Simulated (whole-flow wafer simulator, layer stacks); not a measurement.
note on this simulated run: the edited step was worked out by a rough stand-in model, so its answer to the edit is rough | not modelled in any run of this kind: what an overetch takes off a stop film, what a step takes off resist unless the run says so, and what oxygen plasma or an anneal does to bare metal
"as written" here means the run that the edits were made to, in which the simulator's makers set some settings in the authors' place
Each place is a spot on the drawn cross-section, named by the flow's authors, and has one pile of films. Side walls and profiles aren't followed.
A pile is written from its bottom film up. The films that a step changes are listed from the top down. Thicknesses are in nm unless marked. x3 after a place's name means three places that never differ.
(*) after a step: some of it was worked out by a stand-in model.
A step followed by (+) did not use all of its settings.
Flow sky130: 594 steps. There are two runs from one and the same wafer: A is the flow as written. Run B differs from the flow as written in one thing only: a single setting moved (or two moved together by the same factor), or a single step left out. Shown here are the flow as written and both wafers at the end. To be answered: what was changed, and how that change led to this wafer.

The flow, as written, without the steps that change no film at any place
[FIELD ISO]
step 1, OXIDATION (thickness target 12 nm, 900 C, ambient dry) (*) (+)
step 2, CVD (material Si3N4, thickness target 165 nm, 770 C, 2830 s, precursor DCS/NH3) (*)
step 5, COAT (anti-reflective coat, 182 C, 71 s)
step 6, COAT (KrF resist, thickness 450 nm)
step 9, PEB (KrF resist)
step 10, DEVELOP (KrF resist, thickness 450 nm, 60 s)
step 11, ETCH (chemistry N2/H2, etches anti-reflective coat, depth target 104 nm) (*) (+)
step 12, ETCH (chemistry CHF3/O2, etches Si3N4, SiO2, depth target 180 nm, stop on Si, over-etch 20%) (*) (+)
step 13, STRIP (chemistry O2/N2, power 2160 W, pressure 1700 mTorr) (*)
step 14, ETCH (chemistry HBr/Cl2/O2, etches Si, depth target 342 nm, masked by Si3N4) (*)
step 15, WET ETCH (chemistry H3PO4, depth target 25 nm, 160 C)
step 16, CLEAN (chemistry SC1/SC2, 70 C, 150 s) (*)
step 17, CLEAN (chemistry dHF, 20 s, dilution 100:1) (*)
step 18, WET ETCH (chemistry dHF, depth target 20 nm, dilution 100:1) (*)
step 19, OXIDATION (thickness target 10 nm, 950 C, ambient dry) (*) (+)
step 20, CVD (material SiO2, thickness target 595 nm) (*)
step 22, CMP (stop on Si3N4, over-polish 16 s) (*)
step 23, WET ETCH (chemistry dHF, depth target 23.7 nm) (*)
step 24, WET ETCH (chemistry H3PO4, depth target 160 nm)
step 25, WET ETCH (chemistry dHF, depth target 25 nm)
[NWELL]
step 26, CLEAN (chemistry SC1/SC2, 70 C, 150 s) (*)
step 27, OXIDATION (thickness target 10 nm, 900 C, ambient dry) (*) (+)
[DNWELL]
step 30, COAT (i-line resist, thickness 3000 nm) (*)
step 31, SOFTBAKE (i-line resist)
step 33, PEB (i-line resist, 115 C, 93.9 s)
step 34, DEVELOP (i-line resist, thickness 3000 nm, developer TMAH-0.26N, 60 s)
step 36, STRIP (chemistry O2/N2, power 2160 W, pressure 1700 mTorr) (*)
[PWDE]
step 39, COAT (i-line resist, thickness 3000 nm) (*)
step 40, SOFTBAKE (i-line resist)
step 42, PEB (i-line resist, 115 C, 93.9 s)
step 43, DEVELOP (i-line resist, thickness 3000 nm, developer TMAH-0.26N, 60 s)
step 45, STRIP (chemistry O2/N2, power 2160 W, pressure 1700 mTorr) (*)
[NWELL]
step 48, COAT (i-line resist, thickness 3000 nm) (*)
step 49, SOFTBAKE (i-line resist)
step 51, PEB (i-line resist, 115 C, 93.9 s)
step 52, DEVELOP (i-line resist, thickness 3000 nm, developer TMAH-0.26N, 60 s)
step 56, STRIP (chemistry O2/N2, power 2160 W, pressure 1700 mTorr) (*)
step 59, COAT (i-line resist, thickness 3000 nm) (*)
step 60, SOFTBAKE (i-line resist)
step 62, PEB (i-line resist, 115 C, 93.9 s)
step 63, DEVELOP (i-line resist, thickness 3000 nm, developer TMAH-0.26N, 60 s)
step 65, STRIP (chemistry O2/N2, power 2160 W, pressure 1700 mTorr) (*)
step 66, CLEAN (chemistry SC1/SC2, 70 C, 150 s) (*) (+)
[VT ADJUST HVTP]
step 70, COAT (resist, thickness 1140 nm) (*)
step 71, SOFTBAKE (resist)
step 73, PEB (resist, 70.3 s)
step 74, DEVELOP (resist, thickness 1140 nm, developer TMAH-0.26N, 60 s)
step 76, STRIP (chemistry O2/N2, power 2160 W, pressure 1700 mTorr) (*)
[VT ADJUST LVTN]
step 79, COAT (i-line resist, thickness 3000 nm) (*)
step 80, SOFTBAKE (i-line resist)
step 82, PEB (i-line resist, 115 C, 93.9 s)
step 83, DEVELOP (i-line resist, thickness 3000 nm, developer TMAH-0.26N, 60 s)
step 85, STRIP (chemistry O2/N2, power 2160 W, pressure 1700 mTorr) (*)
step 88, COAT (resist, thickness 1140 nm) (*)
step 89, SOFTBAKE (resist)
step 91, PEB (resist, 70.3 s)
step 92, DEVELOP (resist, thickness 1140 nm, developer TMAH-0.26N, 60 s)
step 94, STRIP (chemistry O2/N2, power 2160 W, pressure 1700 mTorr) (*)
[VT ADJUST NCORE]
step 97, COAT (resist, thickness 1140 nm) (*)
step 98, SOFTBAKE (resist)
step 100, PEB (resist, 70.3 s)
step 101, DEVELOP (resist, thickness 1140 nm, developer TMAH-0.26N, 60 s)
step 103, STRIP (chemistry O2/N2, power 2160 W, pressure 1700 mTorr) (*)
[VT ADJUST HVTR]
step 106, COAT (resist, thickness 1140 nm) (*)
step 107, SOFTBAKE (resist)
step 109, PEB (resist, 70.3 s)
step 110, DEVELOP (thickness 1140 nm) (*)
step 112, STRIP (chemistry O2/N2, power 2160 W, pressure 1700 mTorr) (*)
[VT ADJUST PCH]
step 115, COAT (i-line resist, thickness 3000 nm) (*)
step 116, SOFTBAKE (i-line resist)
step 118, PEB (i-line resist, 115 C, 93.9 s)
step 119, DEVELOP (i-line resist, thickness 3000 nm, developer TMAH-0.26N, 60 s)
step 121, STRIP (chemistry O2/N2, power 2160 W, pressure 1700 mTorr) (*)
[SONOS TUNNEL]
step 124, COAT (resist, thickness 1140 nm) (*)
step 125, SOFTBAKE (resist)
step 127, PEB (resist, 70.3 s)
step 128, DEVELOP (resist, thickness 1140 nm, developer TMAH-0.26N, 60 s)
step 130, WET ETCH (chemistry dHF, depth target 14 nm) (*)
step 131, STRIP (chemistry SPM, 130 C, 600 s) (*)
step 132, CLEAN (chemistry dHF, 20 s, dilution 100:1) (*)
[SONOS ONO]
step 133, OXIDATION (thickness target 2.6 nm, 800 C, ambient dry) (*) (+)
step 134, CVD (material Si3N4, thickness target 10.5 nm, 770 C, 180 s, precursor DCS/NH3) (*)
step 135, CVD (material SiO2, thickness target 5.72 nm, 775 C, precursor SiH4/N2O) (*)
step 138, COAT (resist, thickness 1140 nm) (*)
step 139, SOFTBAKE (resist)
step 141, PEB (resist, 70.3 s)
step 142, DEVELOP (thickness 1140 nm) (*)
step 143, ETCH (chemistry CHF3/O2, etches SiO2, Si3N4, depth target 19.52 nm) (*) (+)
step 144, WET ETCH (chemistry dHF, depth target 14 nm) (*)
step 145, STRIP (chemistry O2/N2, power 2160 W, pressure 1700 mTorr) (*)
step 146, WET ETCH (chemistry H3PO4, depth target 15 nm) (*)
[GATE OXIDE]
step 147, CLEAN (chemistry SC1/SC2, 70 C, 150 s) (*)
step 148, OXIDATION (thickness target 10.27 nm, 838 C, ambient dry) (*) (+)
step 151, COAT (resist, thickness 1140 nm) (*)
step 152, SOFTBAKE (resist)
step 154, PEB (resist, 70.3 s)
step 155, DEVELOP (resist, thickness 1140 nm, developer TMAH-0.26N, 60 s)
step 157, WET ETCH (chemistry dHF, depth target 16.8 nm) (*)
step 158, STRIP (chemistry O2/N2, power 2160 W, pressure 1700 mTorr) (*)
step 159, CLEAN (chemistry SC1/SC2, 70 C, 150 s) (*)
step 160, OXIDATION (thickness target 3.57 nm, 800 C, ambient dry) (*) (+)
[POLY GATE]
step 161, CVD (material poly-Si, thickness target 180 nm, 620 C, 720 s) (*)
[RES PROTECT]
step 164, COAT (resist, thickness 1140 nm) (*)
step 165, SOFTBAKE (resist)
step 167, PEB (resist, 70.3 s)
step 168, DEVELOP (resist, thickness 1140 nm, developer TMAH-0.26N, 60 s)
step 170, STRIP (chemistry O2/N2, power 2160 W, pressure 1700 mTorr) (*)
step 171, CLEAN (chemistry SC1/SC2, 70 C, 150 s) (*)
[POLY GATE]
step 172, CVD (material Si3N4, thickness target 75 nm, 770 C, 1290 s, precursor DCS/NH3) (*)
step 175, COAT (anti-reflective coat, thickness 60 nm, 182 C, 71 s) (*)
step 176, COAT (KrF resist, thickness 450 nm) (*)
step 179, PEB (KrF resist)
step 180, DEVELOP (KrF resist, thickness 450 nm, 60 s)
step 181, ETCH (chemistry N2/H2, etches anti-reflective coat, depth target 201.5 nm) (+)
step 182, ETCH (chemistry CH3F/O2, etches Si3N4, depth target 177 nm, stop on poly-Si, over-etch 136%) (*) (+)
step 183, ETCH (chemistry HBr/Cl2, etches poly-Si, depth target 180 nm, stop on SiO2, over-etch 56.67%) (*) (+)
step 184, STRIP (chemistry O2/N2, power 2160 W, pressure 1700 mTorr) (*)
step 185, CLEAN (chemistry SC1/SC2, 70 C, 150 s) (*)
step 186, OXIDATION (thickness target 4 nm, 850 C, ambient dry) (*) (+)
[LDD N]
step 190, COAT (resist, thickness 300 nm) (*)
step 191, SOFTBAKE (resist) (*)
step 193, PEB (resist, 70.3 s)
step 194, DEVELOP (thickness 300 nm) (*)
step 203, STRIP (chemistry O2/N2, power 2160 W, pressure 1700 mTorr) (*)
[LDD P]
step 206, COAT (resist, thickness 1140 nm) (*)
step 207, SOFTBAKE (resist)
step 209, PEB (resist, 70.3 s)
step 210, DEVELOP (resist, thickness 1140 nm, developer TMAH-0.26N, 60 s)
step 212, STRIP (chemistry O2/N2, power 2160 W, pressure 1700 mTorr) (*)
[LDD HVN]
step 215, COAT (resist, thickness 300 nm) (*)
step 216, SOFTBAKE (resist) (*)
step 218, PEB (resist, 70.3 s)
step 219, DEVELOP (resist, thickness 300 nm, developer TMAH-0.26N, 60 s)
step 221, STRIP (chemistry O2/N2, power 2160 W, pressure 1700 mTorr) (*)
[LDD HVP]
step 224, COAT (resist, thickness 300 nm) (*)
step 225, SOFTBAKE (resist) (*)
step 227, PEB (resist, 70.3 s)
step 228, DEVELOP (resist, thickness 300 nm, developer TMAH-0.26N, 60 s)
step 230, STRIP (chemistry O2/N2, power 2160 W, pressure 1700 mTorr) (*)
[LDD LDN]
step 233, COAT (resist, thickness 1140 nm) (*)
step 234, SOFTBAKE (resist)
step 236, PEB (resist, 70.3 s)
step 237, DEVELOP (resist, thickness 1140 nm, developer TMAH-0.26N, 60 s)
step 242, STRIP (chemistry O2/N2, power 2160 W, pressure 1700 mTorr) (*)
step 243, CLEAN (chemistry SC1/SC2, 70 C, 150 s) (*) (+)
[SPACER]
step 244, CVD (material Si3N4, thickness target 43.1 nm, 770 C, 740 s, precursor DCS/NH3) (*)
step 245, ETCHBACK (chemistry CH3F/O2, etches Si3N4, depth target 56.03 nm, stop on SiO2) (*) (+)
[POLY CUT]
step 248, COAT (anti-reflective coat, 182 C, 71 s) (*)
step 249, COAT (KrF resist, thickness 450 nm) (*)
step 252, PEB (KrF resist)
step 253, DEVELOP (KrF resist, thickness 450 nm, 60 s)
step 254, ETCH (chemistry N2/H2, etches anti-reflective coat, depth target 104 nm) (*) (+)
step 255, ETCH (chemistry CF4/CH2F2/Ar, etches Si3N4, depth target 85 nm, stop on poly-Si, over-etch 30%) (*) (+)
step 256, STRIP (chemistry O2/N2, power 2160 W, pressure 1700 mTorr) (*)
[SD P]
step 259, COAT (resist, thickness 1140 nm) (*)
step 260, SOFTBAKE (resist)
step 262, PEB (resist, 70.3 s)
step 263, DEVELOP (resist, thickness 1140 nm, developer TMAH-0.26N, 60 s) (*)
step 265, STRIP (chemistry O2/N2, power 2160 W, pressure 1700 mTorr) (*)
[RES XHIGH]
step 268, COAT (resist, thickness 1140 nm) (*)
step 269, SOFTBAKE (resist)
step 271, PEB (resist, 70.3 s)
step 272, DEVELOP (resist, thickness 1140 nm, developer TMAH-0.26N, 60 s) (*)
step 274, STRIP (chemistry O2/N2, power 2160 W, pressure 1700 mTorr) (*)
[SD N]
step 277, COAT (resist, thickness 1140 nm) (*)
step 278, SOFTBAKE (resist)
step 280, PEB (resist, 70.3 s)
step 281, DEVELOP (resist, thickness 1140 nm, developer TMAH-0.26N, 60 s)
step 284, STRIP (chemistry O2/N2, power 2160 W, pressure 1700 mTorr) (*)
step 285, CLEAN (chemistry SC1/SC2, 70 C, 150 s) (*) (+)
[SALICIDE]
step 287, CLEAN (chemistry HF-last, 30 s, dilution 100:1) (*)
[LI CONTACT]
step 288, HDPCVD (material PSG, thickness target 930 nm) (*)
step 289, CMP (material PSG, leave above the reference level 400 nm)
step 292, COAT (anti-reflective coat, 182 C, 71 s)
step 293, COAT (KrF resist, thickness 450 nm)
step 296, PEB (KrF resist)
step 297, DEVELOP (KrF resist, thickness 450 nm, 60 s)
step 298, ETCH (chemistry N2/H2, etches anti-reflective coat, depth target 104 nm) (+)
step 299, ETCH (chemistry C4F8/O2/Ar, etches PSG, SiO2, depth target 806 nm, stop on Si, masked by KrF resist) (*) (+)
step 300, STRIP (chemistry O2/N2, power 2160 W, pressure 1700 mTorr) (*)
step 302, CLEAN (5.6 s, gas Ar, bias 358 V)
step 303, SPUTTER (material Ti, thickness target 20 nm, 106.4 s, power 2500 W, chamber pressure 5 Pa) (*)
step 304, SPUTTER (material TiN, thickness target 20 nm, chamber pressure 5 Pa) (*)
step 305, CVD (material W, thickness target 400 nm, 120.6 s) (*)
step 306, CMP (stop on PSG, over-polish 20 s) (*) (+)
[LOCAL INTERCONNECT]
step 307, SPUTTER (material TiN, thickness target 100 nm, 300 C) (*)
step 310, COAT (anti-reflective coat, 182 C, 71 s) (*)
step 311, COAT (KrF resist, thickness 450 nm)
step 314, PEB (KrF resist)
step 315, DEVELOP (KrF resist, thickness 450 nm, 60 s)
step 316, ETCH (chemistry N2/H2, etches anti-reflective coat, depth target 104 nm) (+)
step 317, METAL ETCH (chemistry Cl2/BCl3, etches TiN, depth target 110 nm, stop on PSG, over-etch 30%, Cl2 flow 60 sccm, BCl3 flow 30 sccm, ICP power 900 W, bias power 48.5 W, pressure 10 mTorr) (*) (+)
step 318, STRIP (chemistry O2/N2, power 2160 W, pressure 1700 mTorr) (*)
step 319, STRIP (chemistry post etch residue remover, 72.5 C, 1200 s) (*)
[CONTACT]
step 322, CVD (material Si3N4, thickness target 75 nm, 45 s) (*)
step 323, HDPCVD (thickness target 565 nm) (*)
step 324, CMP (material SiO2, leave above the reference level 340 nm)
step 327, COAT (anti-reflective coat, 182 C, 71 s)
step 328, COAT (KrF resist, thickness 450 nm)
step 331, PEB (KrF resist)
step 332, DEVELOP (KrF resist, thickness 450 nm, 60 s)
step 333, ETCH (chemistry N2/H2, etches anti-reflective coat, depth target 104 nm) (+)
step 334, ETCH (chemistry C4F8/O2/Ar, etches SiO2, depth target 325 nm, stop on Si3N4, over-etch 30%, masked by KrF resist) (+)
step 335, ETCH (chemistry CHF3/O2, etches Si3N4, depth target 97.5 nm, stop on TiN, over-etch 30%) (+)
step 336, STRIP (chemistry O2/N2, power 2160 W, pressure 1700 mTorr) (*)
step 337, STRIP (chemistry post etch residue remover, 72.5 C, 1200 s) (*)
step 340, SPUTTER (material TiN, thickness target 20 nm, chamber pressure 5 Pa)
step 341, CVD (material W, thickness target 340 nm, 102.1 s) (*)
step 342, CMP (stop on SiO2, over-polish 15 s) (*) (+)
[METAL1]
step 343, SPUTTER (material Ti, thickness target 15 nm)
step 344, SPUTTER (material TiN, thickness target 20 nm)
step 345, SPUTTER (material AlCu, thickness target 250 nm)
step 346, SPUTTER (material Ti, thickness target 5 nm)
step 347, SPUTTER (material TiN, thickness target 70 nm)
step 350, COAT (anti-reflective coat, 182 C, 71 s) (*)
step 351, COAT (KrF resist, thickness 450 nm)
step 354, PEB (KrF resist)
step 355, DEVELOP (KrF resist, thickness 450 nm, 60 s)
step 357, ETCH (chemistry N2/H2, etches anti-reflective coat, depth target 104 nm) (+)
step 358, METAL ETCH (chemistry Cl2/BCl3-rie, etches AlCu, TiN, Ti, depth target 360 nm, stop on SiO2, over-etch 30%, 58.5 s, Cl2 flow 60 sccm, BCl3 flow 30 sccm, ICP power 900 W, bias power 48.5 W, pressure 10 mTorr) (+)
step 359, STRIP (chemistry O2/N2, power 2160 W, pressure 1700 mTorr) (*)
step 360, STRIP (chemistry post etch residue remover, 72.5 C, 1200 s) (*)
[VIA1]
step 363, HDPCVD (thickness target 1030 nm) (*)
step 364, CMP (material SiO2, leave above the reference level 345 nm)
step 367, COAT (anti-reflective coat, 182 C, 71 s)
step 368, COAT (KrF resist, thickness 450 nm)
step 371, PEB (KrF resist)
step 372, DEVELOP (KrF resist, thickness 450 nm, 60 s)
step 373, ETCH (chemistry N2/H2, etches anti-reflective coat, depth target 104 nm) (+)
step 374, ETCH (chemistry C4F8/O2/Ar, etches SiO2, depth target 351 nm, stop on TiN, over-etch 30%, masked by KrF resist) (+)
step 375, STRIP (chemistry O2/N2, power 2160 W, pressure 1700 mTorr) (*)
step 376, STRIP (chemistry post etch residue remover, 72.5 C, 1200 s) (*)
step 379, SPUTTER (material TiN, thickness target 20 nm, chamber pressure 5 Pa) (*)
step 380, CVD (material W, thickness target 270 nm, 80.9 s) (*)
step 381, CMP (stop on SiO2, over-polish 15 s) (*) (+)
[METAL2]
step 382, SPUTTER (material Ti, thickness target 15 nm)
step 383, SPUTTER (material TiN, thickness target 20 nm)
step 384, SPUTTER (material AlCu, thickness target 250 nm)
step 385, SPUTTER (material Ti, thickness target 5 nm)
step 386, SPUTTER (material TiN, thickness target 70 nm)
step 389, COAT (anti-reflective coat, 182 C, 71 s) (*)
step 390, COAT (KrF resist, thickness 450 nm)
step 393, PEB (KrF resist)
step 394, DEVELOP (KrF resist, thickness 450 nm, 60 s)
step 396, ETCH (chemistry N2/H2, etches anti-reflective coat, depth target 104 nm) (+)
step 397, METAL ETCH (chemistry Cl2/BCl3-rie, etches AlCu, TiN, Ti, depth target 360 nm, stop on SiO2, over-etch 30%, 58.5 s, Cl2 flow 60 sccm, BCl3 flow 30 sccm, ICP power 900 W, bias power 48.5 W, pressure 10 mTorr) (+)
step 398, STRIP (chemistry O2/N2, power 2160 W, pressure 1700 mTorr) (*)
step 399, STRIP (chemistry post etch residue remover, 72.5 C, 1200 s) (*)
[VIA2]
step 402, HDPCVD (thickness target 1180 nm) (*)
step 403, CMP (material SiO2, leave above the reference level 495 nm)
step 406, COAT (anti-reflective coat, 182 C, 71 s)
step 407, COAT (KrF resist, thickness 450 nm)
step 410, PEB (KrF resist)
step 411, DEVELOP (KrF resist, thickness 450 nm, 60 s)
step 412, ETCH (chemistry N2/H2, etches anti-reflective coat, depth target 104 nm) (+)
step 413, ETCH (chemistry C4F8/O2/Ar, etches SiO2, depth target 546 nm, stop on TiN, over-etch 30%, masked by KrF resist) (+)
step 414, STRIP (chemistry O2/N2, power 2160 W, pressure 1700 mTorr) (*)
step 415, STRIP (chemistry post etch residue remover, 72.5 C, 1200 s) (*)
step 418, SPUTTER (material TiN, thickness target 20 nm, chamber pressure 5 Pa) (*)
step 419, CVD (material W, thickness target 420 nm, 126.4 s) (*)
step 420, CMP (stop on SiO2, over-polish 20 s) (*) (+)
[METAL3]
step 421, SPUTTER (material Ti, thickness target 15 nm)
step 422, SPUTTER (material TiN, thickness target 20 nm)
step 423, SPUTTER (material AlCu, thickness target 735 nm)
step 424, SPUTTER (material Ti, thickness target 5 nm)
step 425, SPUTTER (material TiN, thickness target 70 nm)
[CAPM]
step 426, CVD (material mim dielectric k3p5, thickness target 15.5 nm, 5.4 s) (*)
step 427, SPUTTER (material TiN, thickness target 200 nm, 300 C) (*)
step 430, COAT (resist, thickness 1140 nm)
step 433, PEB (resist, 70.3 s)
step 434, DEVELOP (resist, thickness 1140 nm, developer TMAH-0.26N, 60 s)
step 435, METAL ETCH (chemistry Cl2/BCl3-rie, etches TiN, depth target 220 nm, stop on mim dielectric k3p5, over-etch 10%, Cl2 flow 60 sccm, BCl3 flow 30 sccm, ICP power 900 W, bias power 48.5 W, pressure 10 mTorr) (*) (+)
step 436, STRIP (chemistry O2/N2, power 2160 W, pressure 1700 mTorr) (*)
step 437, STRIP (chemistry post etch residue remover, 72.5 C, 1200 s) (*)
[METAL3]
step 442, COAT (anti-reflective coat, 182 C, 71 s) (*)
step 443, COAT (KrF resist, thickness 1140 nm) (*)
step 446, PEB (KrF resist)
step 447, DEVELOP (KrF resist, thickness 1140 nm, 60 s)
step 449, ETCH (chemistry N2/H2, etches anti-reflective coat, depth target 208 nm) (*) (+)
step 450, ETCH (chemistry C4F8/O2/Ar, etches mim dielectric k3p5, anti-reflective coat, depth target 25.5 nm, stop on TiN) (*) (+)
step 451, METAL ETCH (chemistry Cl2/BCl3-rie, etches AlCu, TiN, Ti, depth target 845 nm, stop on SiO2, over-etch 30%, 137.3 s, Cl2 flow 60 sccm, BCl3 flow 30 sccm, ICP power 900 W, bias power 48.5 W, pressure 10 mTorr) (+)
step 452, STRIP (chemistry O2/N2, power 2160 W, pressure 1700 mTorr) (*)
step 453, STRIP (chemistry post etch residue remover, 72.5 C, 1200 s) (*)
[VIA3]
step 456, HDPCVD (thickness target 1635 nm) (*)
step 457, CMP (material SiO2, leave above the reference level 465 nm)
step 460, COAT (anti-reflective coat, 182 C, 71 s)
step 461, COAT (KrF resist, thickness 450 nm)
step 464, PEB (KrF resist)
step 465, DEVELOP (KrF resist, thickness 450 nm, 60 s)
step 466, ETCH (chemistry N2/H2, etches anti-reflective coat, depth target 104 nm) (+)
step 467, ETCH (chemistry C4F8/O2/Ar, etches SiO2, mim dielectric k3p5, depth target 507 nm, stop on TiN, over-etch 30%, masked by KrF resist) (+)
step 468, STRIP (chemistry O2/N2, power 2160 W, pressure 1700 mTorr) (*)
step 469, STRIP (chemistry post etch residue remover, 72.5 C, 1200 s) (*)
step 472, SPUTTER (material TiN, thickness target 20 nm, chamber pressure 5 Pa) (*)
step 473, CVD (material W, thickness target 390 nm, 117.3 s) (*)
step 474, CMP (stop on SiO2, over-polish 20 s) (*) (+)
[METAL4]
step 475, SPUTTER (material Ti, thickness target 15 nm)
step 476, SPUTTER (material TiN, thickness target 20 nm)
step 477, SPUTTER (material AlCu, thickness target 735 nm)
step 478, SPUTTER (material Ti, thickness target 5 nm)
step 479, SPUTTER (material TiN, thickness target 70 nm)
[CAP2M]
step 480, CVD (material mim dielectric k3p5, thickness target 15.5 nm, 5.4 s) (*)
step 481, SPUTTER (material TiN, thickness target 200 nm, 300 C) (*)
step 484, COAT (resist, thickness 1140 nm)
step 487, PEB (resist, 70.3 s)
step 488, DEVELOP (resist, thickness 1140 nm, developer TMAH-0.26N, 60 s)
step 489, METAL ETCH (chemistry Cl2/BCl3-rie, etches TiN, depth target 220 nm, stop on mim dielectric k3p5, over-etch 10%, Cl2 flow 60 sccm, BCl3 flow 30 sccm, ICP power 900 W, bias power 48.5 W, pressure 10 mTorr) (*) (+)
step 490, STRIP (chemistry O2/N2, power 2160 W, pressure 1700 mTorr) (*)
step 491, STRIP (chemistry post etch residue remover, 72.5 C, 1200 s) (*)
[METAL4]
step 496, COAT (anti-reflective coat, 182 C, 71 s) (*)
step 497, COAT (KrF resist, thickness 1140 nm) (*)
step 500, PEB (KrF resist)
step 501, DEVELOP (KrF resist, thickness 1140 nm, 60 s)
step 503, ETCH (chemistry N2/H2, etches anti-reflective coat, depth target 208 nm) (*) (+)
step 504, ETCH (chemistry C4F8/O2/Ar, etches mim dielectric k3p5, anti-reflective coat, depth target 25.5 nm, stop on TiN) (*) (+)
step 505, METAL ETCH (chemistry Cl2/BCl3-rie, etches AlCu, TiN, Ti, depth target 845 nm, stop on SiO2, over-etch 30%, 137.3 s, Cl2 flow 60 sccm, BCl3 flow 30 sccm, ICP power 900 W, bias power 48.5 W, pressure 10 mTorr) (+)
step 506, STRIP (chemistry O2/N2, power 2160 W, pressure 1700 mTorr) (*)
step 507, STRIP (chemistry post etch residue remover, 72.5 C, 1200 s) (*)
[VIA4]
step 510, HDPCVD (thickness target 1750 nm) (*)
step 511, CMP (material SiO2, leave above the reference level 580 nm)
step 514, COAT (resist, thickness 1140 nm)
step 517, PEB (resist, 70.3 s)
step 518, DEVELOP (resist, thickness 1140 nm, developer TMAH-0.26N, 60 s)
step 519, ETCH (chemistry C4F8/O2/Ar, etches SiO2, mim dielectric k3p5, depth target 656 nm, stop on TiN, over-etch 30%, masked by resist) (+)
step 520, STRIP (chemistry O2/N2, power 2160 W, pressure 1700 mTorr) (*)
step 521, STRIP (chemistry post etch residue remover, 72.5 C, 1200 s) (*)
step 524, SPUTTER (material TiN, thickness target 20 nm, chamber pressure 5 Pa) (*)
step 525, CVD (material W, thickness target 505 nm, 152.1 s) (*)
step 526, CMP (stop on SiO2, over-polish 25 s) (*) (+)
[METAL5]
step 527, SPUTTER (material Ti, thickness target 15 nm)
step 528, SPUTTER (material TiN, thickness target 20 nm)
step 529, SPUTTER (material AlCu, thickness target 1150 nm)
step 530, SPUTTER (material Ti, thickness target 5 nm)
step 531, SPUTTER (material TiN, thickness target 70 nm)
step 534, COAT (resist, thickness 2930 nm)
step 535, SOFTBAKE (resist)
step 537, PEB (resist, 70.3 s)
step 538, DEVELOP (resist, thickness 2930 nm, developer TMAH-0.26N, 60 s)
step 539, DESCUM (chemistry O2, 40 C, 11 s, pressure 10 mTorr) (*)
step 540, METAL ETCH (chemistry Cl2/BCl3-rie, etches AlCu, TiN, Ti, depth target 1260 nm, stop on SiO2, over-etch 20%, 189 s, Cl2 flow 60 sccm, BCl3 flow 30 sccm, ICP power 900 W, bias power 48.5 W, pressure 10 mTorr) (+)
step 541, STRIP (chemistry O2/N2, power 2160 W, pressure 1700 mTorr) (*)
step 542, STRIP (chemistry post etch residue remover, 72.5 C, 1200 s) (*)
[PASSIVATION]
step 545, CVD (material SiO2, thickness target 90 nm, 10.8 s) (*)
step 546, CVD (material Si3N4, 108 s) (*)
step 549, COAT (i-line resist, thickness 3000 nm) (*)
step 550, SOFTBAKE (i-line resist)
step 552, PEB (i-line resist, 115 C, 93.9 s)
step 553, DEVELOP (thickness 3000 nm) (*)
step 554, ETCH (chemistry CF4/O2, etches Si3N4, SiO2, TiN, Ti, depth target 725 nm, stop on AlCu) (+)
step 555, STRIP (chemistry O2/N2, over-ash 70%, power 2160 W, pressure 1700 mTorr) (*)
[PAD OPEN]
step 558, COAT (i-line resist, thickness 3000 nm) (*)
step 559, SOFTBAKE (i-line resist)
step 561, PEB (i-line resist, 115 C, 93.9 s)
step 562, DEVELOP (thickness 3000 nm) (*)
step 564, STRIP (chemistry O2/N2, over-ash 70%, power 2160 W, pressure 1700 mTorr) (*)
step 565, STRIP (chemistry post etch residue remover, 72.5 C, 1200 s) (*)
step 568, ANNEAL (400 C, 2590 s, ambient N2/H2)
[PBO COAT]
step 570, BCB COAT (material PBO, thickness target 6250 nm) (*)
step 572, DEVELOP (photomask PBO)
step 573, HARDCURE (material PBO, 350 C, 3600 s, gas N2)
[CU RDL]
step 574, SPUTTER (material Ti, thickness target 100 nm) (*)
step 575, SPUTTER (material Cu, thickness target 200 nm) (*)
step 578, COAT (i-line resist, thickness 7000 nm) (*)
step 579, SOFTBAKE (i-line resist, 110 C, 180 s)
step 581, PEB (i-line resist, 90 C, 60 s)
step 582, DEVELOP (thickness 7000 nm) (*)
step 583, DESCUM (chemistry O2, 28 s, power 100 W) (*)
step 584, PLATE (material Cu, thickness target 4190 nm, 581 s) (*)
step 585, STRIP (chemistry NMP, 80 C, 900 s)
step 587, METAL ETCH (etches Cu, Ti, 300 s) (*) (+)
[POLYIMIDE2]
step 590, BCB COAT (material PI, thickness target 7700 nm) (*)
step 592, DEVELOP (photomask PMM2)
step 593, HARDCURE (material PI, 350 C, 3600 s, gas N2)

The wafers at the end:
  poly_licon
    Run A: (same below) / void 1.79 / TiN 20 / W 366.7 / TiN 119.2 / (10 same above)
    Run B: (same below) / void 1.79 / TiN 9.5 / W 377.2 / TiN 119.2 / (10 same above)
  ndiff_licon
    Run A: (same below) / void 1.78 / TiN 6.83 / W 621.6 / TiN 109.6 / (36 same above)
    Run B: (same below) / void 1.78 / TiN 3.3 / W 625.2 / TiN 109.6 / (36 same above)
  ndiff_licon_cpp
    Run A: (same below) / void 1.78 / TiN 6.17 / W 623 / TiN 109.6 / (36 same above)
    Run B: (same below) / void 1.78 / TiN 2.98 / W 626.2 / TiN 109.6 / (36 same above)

What caused this: step 304, SPUTTER: thickness target 9.5 nm was run, though the flow has thickness target 20 nm.
The wafer lets one read it off: poly_licon has TiN 9.5, and step 304 as written asks for 20 nm.

How this came from the change, step by step:
  step 304, SPUTTER (material TiN, thickness target 20 nm, chamber pressure 5 Pa) (*)
      field, active, n_well and 185 more: A +20 TiN (new film) | B +9.5 TiN (new film)
      ndiff_licon: A +6.83 TiN (new film) | B +3.3 TiN (new film)
      (as well as at 2 more places)
  step 306, CMP (stop on PSG, over-polish 20 s) (*) (+)
      field, active, n_well and 184 more: A -400 W (all of it), -20 TiN (all of it), -20 Ti (all of it), -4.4 PSG | B -400 W (all of it), -9.5 TiN (all of it), -20 Ti (all of it), -4.4 PSG
      ndiff_licon, ndiff_licon_cpp, rpo_hd_licon: A -444.9 W | B -434.4 W
      (as well as at 1 more place)
